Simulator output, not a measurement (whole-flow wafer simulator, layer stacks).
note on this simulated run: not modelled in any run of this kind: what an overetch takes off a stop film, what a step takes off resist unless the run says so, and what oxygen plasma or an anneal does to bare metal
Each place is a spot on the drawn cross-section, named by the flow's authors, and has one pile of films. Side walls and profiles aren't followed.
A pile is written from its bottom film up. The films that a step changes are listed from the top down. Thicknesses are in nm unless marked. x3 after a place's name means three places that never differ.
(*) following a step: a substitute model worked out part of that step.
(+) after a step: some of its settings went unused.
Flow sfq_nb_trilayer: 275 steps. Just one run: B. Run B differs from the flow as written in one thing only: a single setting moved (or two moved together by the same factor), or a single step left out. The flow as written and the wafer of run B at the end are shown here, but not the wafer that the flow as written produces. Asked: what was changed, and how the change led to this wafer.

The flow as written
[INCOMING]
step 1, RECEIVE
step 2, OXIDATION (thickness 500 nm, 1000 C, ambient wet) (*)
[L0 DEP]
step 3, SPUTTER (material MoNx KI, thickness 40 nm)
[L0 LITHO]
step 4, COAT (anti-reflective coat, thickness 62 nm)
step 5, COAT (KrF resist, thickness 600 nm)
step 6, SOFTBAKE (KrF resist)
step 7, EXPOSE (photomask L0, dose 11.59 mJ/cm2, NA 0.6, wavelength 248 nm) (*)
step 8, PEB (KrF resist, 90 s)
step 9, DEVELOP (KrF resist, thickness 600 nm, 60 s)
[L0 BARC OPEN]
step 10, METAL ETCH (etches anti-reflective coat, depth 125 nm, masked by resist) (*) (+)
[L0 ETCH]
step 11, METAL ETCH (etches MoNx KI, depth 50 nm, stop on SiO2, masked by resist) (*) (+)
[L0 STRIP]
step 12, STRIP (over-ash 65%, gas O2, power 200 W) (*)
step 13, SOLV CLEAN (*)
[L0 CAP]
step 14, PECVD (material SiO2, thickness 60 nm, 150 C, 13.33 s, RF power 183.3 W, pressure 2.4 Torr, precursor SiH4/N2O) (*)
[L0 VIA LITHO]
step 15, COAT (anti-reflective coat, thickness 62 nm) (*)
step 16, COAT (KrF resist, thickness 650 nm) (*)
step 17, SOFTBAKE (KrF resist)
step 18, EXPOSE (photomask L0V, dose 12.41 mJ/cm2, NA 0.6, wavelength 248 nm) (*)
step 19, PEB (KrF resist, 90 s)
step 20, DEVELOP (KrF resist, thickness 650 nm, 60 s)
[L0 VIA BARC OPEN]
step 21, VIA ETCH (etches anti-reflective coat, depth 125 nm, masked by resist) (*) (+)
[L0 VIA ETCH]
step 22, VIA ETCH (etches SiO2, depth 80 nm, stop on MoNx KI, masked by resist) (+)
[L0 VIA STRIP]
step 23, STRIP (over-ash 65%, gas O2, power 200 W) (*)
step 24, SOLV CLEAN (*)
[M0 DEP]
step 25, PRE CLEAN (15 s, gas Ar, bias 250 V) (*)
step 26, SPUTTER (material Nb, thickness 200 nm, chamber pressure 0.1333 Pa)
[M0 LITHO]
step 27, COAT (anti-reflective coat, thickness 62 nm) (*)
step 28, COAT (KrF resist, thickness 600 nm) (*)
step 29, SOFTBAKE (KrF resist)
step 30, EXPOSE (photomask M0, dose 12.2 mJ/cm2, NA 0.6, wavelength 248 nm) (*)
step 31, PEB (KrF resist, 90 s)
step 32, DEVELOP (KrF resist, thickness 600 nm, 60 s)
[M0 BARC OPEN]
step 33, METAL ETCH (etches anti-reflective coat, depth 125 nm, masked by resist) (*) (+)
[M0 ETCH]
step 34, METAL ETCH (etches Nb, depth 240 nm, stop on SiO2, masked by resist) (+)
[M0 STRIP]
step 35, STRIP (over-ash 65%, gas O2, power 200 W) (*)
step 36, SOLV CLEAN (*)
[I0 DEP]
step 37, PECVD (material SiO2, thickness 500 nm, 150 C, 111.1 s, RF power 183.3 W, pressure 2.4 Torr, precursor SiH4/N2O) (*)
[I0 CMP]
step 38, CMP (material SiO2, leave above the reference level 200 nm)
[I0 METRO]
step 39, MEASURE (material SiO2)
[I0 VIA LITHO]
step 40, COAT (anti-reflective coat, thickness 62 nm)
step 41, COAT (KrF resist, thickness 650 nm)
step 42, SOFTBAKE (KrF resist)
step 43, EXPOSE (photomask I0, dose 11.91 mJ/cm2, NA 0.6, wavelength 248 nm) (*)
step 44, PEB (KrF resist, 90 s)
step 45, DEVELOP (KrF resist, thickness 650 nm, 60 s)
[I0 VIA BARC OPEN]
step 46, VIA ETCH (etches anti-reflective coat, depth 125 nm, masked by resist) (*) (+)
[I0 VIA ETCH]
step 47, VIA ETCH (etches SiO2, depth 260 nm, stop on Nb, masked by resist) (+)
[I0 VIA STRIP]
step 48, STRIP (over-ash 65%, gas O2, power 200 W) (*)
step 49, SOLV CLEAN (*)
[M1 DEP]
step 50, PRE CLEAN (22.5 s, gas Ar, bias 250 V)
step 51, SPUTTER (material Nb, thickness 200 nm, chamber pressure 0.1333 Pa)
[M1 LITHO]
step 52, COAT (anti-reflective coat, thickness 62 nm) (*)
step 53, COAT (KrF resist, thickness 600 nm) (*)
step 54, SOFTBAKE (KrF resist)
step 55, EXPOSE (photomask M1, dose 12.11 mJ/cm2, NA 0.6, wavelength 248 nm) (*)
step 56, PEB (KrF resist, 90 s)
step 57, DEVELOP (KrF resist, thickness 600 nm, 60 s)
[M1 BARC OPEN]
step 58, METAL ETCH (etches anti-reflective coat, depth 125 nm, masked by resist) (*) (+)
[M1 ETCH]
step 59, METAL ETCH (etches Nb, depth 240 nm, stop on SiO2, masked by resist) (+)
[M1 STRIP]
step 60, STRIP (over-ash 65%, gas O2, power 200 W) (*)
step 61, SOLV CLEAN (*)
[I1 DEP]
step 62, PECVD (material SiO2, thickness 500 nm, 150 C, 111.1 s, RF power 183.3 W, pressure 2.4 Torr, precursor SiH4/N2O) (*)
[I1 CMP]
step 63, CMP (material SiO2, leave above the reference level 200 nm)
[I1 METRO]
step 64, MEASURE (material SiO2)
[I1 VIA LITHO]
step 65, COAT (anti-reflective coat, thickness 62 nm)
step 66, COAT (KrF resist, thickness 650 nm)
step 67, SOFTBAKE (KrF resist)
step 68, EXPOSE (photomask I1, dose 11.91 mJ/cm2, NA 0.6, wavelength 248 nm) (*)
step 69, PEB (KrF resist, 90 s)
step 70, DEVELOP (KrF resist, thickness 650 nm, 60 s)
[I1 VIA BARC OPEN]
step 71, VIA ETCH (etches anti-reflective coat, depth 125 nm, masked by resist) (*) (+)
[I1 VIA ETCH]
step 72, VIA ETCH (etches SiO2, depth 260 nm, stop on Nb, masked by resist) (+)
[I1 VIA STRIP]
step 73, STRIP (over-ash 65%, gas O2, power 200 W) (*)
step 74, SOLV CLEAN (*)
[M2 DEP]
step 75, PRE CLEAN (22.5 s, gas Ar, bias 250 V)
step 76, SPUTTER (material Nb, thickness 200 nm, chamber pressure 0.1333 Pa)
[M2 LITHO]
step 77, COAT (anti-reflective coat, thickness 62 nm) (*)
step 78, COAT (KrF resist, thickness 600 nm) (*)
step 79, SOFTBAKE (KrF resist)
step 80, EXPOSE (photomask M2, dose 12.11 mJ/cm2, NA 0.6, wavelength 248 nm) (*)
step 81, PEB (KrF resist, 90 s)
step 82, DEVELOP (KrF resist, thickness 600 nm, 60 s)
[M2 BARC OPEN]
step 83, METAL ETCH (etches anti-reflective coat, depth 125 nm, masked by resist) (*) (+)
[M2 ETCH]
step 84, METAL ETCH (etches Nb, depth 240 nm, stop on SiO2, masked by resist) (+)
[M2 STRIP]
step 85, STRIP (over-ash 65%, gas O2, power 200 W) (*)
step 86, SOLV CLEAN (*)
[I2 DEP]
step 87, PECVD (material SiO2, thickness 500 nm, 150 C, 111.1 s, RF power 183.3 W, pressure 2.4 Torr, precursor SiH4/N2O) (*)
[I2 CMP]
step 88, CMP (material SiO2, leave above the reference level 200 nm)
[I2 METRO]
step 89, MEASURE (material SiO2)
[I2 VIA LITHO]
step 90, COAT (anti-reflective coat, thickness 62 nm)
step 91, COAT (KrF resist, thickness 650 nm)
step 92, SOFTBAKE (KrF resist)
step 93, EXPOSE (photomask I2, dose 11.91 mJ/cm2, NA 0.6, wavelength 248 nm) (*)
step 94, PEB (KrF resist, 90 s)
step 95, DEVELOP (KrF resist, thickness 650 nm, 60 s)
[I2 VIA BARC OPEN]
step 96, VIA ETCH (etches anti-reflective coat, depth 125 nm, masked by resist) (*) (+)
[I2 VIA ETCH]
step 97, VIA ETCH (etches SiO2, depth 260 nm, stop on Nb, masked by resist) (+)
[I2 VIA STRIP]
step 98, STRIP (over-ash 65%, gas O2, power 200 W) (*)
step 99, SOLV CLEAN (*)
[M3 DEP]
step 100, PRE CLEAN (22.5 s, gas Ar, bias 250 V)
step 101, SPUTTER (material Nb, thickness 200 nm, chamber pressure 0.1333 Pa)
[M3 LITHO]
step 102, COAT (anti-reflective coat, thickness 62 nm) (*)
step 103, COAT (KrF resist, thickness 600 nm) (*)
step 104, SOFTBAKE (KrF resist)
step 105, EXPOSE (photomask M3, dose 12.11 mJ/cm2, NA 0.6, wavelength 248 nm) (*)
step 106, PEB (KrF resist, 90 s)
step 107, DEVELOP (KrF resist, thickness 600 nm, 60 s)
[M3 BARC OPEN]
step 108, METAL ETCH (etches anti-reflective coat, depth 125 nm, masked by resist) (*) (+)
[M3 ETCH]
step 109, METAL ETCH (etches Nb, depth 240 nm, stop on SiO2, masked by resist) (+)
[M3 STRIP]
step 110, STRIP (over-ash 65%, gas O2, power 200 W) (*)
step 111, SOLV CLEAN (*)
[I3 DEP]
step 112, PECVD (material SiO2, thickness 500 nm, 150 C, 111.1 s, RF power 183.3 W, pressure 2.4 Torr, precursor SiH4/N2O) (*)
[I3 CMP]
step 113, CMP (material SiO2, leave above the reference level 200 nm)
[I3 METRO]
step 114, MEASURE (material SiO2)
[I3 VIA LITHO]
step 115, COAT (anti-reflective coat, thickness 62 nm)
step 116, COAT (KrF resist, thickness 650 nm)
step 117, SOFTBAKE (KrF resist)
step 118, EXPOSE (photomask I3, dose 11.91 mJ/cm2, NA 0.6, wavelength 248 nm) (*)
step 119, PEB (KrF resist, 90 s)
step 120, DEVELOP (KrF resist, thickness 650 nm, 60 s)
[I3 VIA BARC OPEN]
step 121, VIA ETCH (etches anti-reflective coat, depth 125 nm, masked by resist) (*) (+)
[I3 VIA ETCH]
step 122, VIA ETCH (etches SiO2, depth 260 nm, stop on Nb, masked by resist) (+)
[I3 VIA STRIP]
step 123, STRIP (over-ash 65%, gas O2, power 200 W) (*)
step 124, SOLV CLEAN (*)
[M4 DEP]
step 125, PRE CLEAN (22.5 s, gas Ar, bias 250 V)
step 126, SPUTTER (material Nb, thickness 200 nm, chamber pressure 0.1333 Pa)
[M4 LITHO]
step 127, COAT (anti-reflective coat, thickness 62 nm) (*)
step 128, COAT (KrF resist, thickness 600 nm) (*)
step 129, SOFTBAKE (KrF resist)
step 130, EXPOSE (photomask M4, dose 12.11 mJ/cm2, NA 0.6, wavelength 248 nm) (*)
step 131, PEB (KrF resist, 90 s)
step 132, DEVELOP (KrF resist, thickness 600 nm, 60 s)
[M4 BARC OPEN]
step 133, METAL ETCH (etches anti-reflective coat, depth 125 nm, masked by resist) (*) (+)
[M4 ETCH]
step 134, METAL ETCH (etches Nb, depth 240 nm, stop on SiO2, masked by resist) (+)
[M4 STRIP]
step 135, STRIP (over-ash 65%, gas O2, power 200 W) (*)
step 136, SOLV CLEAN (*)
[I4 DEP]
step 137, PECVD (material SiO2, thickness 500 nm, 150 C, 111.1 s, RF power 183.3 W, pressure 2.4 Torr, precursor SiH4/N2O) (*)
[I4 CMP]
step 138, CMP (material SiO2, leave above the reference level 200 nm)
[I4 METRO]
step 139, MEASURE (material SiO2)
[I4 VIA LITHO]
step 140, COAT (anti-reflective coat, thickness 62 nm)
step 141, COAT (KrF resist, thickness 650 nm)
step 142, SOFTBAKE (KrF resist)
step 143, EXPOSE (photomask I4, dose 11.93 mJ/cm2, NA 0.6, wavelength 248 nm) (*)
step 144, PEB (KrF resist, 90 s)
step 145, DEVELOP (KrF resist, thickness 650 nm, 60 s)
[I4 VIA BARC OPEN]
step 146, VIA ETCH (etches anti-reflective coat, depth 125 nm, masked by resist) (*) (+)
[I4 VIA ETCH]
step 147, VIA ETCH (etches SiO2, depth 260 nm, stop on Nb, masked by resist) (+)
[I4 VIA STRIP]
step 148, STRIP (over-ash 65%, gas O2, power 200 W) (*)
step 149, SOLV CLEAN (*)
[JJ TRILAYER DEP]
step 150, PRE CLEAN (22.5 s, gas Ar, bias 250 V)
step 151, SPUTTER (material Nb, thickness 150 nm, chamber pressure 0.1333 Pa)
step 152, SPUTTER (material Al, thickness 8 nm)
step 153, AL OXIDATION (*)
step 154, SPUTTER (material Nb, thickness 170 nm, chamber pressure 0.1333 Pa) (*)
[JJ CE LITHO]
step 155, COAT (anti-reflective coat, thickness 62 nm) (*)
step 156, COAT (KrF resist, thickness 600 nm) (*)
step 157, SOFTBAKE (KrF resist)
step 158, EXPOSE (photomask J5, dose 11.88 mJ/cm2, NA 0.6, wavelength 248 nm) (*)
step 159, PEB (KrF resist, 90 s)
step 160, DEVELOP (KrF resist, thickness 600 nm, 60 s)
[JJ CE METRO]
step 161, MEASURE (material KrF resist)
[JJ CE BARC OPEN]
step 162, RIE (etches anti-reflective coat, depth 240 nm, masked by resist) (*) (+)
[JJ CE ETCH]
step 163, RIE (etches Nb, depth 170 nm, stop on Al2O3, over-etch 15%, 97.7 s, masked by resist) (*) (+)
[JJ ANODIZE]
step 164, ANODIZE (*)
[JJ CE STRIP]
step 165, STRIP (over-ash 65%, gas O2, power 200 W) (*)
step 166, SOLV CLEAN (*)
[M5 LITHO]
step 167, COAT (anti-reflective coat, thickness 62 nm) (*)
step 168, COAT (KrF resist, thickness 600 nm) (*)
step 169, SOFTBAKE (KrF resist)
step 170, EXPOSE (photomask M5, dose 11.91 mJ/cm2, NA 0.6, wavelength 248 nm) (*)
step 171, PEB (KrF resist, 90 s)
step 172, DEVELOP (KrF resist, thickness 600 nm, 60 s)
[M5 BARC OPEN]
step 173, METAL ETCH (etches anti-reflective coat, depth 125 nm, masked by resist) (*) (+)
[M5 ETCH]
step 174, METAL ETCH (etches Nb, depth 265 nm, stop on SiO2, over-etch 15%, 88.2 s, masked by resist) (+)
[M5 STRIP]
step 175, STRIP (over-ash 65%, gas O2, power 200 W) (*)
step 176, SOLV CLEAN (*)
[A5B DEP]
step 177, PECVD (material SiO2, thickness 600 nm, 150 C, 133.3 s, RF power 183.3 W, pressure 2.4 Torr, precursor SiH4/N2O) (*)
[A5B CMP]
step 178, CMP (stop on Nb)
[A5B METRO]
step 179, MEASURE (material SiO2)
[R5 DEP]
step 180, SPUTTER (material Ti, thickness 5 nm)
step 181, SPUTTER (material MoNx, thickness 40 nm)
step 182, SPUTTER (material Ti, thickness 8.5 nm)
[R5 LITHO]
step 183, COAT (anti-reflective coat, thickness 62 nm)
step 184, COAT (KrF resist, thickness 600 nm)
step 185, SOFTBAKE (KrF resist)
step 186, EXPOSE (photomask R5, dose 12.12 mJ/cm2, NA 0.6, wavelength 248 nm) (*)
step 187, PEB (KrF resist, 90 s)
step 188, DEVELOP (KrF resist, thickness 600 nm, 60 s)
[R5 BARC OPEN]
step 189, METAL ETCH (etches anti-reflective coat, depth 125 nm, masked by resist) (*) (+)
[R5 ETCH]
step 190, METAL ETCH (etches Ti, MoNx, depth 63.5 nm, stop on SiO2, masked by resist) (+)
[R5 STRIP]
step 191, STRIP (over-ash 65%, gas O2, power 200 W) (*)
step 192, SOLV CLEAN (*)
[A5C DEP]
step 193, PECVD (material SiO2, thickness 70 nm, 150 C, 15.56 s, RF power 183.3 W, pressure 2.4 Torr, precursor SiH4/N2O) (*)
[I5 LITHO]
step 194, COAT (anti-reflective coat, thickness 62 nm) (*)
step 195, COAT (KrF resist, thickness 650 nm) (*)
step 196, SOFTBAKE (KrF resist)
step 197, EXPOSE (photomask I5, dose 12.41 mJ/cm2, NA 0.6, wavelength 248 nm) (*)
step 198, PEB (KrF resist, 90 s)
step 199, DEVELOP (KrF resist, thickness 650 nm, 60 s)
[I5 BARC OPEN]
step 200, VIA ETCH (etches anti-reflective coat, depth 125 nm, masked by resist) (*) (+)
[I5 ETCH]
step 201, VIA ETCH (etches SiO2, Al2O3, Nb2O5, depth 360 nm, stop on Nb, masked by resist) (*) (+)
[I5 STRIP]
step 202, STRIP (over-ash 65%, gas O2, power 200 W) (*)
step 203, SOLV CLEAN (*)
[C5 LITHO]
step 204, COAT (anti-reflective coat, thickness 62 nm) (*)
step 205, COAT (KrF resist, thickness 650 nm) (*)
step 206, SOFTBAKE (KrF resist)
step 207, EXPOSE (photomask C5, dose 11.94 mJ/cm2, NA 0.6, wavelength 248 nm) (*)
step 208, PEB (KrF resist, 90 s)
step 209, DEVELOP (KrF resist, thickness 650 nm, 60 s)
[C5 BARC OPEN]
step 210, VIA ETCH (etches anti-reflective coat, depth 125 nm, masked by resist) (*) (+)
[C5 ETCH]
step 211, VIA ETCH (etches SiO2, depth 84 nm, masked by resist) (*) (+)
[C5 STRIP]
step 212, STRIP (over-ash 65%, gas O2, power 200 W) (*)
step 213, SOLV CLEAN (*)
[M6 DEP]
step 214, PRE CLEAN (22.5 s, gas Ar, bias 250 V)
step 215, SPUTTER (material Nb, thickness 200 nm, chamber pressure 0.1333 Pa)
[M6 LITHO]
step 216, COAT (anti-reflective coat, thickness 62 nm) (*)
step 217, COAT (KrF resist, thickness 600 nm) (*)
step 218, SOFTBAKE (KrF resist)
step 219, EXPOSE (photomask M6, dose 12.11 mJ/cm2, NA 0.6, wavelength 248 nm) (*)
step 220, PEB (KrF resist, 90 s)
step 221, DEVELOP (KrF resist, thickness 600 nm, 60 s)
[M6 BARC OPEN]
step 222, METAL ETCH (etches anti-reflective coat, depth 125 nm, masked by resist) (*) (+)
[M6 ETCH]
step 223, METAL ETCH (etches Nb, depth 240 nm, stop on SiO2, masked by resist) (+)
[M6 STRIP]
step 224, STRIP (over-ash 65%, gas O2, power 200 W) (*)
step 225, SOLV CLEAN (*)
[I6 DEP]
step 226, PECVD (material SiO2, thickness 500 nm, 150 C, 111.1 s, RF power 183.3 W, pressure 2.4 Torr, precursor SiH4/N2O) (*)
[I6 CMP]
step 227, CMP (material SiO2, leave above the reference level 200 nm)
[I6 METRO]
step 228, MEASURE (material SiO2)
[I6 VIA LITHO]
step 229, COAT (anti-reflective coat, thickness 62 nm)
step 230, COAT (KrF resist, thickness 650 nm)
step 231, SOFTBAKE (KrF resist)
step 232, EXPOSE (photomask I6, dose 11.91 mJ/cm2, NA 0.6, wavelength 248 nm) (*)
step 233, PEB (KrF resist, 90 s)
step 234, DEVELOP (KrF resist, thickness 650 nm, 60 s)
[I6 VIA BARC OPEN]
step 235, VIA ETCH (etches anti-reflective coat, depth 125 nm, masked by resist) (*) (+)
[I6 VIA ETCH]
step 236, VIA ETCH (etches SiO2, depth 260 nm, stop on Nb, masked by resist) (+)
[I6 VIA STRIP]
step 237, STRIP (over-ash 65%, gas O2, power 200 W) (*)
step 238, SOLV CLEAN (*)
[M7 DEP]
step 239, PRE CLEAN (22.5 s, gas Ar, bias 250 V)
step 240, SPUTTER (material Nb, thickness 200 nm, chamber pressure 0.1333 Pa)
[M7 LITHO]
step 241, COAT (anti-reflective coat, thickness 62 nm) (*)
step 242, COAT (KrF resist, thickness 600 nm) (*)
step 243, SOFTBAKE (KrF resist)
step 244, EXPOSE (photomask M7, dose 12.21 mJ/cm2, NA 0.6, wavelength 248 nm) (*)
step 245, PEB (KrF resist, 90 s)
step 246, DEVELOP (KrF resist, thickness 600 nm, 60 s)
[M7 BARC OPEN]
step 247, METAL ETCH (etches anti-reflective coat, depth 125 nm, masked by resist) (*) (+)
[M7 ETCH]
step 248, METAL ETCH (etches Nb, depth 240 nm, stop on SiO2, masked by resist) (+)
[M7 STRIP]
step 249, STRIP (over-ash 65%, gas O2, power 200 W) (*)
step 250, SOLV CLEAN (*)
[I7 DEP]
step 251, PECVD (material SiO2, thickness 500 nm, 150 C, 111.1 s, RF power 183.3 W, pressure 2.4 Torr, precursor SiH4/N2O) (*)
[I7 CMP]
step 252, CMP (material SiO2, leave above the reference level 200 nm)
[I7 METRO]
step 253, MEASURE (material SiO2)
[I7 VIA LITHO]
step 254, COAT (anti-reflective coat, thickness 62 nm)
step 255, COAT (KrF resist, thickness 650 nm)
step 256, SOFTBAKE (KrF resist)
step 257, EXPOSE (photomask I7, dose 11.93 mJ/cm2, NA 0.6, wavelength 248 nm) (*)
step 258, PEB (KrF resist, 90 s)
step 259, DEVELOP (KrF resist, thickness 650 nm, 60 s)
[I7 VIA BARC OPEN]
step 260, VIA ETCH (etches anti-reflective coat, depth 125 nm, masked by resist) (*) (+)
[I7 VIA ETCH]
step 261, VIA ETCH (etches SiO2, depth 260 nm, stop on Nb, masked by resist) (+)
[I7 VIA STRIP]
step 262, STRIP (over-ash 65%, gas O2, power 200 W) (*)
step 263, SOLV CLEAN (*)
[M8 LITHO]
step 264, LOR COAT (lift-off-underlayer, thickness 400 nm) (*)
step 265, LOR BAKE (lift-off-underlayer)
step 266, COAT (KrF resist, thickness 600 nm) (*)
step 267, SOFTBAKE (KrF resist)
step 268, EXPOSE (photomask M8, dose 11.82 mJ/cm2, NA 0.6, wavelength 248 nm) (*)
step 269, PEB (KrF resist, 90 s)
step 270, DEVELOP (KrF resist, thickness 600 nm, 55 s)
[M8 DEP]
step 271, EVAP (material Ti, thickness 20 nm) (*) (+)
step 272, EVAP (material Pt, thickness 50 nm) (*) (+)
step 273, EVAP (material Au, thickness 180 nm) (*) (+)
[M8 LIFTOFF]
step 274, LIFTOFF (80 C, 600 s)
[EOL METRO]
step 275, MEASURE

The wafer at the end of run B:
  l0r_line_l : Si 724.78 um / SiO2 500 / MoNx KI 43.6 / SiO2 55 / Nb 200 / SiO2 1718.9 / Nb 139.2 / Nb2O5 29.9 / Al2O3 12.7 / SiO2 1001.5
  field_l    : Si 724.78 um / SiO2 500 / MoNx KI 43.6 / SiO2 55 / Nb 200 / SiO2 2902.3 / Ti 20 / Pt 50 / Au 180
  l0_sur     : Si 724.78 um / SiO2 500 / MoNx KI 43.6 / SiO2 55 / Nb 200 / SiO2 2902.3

The reason: step 3, SPUTTER: thickness 43.6 nm was run, though the flow has thickness 40 nm.
The wafer itself shows it: l0r_line_l has MoNx KI 43.6, and step 3 as written asks for 40 nm.

Step by step, how the change led to this:
  step 3, SPUTTER (material MoNx KI, thickness 40 nm)
      field_l, v_sur, via_wl and 103 more: +43.6 MoNx KI (new film) (as written it would have been: +40 MoNx KI (new film))
  step 11, METAL ETCH (etches MoNx KI, depth 50 nm, stop on SiO2, masked by resist) (*) (+)
      v_sur, via_wl, via_w and 97 more: -43.6 MoNx KI (all of it) (as written it would have been: -40 MoNx KI (all of it))
